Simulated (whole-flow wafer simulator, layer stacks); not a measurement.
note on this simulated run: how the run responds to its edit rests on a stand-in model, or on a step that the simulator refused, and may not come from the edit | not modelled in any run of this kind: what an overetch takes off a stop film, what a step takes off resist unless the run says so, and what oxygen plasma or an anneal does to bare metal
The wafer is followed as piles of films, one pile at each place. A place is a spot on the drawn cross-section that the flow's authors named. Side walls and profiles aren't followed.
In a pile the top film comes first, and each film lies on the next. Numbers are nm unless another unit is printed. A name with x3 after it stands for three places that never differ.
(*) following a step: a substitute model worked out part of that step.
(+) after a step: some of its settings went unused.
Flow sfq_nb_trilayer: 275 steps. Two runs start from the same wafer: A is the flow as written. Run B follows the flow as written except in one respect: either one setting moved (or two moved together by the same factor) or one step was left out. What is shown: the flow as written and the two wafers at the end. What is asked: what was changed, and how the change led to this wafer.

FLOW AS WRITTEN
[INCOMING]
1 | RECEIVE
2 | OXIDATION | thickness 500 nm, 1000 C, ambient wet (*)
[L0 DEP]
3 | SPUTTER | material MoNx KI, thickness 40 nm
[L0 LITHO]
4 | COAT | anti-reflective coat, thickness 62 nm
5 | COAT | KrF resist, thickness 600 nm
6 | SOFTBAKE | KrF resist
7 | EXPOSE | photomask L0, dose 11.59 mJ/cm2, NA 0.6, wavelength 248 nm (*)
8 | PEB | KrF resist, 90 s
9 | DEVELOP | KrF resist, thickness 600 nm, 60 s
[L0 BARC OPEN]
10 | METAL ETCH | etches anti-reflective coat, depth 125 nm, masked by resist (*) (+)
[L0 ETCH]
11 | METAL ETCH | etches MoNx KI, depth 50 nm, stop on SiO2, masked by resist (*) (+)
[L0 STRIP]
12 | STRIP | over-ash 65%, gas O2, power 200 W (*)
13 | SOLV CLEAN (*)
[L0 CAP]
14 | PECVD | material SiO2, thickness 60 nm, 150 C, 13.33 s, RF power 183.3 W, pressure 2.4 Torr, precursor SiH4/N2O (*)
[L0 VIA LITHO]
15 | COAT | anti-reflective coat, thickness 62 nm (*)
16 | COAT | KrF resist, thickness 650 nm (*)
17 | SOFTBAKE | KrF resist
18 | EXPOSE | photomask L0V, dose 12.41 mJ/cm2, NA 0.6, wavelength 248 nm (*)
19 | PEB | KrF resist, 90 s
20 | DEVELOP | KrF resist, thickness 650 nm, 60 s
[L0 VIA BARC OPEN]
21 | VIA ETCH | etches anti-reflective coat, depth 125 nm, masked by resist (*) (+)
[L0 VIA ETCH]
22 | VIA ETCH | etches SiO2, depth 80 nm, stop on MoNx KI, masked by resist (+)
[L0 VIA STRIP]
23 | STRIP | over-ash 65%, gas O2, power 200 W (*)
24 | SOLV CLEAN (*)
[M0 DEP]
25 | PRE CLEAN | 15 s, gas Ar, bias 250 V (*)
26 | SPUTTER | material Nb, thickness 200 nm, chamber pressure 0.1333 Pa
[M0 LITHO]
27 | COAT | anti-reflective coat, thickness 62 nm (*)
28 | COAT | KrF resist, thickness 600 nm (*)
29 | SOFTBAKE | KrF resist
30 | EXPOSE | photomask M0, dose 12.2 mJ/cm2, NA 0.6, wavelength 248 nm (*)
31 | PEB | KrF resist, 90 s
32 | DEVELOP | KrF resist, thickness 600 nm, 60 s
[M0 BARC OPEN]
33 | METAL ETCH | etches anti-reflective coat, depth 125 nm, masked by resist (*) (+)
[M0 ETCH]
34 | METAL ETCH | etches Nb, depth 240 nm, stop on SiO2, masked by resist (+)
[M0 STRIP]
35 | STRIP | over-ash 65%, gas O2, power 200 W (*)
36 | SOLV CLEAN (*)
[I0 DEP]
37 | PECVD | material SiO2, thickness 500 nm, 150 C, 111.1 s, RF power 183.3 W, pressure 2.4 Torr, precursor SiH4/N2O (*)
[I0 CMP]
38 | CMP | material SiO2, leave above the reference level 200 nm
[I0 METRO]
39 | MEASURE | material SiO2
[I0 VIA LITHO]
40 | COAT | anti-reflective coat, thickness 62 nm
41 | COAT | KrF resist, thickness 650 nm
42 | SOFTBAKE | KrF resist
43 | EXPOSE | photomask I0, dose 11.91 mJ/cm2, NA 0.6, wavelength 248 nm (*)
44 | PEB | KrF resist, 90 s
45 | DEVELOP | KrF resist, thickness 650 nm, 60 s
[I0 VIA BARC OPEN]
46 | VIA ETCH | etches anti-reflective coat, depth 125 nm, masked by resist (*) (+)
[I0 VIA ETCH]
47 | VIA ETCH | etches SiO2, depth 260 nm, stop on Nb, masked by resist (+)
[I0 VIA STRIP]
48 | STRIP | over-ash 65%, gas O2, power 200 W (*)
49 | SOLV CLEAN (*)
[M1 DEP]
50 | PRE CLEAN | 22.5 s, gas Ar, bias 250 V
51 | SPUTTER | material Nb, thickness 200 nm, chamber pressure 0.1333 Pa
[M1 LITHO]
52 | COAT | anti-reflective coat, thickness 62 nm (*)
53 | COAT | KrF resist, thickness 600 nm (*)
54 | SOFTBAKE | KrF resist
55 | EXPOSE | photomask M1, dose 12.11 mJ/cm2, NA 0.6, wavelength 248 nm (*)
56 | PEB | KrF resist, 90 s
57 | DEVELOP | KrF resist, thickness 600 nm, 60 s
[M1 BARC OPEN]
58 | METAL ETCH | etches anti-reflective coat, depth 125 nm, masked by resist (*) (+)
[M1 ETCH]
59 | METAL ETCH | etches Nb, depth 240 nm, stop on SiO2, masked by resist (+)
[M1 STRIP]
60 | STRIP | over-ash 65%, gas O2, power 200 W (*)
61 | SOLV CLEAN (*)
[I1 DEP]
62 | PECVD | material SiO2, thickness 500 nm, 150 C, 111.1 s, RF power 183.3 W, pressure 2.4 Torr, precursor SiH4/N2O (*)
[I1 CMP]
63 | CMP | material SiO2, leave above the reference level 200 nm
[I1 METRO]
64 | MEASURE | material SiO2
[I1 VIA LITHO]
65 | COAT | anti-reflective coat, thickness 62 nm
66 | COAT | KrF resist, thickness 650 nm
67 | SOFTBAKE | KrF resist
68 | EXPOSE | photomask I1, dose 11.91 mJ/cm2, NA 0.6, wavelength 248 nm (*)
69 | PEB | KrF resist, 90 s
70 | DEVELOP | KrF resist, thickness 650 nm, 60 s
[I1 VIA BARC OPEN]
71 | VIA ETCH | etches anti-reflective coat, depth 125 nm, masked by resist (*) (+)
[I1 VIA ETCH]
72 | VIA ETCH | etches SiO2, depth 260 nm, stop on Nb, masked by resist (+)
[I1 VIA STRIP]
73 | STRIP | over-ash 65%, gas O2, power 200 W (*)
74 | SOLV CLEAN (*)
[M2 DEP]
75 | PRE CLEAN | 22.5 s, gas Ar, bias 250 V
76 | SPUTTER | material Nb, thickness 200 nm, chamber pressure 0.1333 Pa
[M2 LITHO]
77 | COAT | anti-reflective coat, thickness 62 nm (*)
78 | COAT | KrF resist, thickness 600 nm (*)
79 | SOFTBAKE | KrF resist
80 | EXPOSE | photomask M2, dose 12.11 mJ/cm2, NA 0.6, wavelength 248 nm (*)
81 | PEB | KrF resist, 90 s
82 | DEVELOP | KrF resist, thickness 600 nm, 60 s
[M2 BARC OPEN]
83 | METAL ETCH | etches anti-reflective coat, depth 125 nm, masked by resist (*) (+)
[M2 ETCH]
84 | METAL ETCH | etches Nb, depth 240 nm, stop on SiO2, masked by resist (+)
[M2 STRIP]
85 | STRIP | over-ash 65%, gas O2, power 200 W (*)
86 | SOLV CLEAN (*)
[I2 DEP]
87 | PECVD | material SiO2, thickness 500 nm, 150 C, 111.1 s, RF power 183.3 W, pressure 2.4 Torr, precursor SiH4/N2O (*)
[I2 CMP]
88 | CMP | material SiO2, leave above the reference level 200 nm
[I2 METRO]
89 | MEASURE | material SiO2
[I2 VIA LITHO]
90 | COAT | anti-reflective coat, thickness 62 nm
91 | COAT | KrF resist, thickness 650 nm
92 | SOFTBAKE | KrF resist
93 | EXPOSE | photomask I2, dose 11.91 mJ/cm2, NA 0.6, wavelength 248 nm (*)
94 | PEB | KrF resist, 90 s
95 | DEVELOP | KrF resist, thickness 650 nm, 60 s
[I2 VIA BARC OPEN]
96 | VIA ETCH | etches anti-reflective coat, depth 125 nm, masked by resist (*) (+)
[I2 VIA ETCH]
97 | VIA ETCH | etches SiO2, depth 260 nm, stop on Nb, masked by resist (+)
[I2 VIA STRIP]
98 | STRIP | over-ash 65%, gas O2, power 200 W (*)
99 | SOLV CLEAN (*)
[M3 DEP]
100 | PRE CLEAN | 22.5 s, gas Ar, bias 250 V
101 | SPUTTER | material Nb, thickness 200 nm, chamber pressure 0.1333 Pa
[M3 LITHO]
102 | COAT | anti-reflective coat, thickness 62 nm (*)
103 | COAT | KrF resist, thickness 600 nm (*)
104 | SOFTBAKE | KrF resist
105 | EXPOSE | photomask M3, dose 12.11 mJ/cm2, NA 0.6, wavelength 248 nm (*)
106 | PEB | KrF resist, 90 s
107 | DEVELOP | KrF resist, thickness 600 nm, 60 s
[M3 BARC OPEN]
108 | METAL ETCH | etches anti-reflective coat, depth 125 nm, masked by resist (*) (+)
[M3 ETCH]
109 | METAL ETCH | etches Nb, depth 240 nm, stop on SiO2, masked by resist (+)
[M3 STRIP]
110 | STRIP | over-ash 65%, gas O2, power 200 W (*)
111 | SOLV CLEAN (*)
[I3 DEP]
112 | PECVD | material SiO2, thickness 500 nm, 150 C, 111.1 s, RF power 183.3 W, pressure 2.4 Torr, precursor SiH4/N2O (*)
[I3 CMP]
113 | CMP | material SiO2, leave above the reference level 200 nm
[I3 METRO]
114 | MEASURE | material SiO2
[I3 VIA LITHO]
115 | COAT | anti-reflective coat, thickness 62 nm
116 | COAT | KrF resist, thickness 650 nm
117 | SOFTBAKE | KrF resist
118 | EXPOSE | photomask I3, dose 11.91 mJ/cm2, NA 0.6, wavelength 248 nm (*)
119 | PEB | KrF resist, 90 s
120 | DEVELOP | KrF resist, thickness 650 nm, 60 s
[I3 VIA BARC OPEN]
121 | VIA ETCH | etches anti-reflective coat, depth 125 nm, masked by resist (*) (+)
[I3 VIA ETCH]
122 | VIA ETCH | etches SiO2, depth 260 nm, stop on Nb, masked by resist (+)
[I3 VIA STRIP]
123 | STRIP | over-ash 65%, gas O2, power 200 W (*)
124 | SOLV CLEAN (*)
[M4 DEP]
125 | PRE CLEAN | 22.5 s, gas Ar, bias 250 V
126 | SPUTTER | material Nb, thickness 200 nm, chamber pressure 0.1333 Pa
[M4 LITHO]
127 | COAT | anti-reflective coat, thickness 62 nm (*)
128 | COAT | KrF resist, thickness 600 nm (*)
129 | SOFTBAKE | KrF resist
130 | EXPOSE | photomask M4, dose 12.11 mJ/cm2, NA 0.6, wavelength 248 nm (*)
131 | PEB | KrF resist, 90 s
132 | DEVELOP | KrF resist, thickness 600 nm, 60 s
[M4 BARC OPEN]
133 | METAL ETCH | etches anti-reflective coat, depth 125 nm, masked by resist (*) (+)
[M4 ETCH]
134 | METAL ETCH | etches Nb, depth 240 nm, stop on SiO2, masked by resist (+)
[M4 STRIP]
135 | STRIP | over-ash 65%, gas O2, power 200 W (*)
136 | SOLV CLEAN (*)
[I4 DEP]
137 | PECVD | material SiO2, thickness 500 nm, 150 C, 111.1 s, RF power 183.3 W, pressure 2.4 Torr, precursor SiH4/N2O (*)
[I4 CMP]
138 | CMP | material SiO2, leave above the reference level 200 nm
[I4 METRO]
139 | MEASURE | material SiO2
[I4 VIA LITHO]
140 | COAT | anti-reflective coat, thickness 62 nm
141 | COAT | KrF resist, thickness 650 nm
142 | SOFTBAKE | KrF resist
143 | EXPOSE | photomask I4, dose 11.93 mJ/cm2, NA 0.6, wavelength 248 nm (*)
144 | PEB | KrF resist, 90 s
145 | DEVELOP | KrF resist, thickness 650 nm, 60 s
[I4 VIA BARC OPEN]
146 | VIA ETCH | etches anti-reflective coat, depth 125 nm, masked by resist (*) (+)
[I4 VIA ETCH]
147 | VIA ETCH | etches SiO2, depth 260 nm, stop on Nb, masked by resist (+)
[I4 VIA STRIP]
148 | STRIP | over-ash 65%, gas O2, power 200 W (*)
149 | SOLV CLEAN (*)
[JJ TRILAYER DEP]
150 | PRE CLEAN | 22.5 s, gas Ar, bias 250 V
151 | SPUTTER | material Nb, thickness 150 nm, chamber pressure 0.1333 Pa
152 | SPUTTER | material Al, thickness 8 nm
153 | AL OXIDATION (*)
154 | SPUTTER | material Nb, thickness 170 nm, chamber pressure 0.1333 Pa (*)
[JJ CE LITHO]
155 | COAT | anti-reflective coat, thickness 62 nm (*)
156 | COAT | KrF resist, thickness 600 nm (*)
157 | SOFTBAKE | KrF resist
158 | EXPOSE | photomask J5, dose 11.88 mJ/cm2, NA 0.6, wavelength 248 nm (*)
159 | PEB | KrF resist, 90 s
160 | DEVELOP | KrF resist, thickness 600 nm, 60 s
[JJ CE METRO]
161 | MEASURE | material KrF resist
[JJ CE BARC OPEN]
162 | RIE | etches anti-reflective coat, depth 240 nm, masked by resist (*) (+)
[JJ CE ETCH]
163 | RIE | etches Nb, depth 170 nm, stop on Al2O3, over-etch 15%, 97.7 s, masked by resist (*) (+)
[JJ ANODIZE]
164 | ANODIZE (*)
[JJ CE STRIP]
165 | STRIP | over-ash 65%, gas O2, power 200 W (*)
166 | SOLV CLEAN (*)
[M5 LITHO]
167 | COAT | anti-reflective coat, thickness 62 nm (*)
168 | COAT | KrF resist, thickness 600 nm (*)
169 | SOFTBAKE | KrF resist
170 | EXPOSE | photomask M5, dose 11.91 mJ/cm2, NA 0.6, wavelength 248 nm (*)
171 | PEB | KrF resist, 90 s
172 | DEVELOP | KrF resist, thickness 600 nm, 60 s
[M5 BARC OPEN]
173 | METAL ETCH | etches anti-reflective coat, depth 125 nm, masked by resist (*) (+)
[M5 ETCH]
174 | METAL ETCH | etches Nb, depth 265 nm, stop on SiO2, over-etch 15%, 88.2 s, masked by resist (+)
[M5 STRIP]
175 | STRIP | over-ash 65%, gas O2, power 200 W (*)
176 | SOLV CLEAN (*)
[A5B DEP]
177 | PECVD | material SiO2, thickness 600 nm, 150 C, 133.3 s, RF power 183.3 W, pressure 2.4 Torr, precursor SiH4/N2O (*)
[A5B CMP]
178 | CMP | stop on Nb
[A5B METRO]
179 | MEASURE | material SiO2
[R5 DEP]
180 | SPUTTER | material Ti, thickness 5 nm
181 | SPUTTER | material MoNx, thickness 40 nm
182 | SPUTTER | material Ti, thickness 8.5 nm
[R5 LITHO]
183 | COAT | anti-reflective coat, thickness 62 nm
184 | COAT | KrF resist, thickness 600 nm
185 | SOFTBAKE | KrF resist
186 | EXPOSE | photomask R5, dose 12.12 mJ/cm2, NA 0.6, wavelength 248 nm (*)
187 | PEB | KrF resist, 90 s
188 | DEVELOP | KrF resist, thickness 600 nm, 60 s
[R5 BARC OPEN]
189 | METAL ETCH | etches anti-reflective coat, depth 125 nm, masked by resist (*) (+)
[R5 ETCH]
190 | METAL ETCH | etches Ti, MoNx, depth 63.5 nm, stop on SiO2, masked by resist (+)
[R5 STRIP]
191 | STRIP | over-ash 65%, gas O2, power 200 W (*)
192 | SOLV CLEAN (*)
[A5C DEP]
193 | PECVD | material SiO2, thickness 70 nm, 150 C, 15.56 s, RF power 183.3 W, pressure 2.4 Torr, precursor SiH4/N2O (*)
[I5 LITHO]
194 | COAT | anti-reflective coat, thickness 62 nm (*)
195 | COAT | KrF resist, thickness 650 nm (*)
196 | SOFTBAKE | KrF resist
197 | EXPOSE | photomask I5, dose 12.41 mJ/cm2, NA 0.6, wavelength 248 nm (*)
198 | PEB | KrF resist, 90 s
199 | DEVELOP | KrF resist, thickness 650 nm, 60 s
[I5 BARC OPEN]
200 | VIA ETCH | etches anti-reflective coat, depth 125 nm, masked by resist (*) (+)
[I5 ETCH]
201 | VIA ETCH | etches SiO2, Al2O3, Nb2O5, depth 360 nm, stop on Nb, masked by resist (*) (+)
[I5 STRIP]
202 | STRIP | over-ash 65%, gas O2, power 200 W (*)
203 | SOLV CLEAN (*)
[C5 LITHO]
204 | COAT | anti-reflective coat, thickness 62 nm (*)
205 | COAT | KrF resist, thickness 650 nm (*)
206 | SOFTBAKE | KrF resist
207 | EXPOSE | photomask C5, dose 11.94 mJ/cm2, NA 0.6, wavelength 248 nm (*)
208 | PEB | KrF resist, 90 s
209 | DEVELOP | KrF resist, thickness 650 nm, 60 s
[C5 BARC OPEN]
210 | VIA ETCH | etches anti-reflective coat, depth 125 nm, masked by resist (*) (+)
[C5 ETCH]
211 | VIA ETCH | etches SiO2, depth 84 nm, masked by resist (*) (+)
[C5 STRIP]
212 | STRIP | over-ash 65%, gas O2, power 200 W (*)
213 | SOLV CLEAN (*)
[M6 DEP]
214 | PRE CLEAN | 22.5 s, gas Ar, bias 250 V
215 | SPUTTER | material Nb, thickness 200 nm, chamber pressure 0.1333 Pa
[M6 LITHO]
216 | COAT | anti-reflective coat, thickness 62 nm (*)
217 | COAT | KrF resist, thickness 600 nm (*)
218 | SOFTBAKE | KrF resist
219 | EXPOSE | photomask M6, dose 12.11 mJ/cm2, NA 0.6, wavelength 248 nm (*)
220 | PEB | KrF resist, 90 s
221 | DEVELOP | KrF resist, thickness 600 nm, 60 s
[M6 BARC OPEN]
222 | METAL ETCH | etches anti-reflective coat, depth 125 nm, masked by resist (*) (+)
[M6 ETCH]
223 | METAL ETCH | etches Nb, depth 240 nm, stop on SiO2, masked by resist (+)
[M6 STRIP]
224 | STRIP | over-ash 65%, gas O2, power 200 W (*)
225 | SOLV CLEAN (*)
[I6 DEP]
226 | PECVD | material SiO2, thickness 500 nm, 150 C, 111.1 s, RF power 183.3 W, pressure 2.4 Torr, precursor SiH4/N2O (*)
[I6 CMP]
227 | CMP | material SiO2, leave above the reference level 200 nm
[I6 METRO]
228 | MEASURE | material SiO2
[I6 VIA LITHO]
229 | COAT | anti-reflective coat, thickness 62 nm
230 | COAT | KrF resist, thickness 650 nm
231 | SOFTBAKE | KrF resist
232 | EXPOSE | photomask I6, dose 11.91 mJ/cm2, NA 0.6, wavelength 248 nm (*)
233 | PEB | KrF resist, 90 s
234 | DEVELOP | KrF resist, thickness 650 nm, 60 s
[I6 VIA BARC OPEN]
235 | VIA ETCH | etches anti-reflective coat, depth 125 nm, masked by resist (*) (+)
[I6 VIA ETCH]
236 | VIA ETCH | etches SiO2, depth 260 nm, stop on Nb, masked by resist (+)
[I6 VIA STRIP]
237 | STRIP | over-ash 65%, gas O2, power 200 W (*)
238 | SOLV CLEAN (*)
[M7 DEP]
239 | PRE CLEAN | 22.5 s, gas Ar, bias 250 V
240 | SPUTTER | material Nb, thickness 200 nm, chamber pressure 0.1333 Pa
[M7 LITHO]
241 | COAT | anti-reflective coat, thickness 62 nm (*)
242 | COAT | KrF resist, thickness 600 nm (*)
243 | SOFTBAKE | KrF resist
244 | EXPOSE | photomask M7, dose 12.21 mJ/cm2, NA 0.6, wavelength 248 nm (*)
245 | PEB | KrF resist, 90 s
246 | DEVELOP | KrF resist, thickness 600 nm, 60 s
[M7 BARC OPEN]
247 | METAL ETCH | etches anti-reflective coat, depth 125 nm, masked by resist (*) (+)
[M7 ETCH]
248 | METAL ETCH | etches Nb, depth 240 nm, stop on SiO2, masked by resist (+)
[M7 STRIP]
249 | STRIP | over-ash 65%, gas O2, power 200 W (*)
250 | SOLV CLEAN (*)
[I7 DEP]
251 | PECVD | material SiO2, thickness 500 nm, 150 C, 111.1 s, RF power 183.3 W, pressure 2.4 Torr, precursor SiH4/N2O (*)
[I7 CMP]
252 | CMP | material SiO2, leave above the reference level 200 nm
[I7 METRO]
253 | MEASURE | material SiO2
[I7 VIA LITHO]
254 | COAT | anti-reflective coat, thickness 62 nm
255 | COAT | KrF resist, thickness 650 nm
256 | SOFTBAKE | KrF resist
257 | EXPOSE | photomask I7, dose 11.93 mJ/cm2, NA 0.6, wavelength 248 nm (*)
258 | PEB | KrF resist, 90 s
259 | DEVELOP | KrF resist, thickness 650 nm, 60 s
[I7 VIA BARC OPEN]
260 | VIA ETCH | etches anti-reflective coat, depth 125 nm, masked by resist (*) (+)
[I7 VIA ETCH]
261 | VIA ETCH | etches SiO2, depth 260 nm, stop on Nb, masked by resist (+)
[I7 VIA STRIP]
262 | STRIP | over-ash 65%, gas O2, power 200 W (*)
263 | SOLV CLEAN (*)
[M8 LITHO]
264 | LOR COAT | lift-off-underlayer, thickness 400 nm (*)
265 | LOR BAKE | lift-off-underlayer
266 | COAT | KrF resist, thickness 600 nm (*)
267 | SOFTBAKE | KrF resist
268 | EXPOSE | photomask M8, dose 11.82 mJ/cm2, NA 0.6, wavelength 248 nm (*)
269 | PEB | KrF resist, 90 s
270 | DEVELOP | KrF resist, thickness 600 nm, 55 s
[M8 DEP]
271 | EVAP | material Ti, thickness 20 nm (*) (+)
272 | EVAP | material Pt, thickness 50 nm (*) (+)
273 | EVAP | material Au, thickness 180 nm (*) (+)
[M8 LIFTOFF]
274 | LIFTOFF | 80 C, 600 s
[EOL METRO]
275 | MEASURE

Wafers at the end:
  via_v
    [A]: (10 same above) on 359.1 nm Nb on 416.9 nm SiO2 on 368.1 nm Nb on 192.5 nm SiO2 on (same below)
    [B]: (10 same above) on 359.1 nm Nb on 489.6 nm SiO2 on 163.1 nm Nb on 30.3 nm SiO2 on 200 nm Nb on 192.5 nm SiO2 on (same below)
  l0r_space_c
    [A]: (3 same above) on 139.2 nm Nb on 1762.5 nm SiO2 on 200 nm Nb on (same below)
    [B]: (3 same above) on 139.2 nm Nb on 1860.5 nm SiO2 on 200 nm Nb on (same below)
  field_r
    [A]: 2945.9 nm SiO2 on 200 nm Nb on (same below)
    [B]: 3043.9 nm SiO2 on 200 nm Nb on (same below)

The reason: step 63, CMP: leave above the reference level 298 nm was run, though the flow has leave above the reference level 200 nm.

Step by step, how the change led to this:
  63 | CMP | material SiO2, leave above the reference level 200 nm
      lsp_m, ln_m6, lsp_r, l0_sur, l0v: A -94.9 SiO2 | B nothing
      field_l, be, be_sur and 72 more: A -100 SiO2 | B -2 SiO2
      (as well as at 26 more places)
  72 | VIA ETCH | etches SiO2, depth 260 nm, stop on Nb, masked by resist (+)
      via_v: A -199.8 SiO2 (all of it) | B -260 SiO2
  75 | PRE CLEAN | 22.5 s, gas Ar, bias 250 V
      via_v: A -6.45 Nb | B -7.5 SiO2
  76 | SPUTTER | material Nb, thickness 200 nm, chamber pressure 0.1333 Pa
      via_v: A +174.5 Nb | B +163.1 Nb (new film)
  77 | COAT | anti-reflective coat, thickness 62 nm (*)
      via_sp: A +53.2 anti-reflective coat (new film) | B +51.9 anti-reflective coat (new film)
      via_v: A +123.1 anti-reflective coat (new film) | B +136.1 anti-reflective coat (new film)
      (as well as at 1 more place)
  78 | COAT | KrF resist, thickness 600 nm (*)
      via_v: A +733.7 KrF resist (new film) | B +783.4 KrF resist (new film)
  85 | STRIP | over-ash 65%, gas O2, power 200 W (*)
      via_sp: A -374.4 KrF resist (all of it), -53.2 anti-reflective coat (all of it) | B -370.3 KrF resist (all of it), -51.9 anti-reflective coat (all of it)
      via_v: A -515.8 KrF resist (all of it), -123.1 anti-reflective coat (all of it) | B -565.3 KrF resist (all of it), -136.1 anti-reflective coat (all of it)
      (as well as at 1 more place)
  87 | PECVD | material SiO2, thickness 500 nm, 150 C, 111.1 s, RF power 183.3 W, pressure 2.4 Torr, precursor SiH4/N2O (*)
      via_v: A +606 SiO2 (new film) | B +678.7 SiO2 (new film)
  88 | CMP | material SiO2, leave above the reference level 200 nm
      lsp_m, ln_m6, lsp_r, l0_sur, l0v: A -100 SiO2 | B -96.9 SiO2
If metal films that touch count as one body, via_v has 7 bodies (between them, from the top down: SiO2 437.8; SiO2 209 / Al2O3 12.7 / Nb2O5 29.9; SiO2 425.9; SiO2 489.6; SiO2 30.3; SiO2 192.5); the flow as written gives 6 bodies (between them, from the top down: SiO2 437.8; SiO2 209 / Al2O3 12.7 / Nb2O5 29.9; SiO2 425.9; SiO2 416.9; SiO2 192.5).
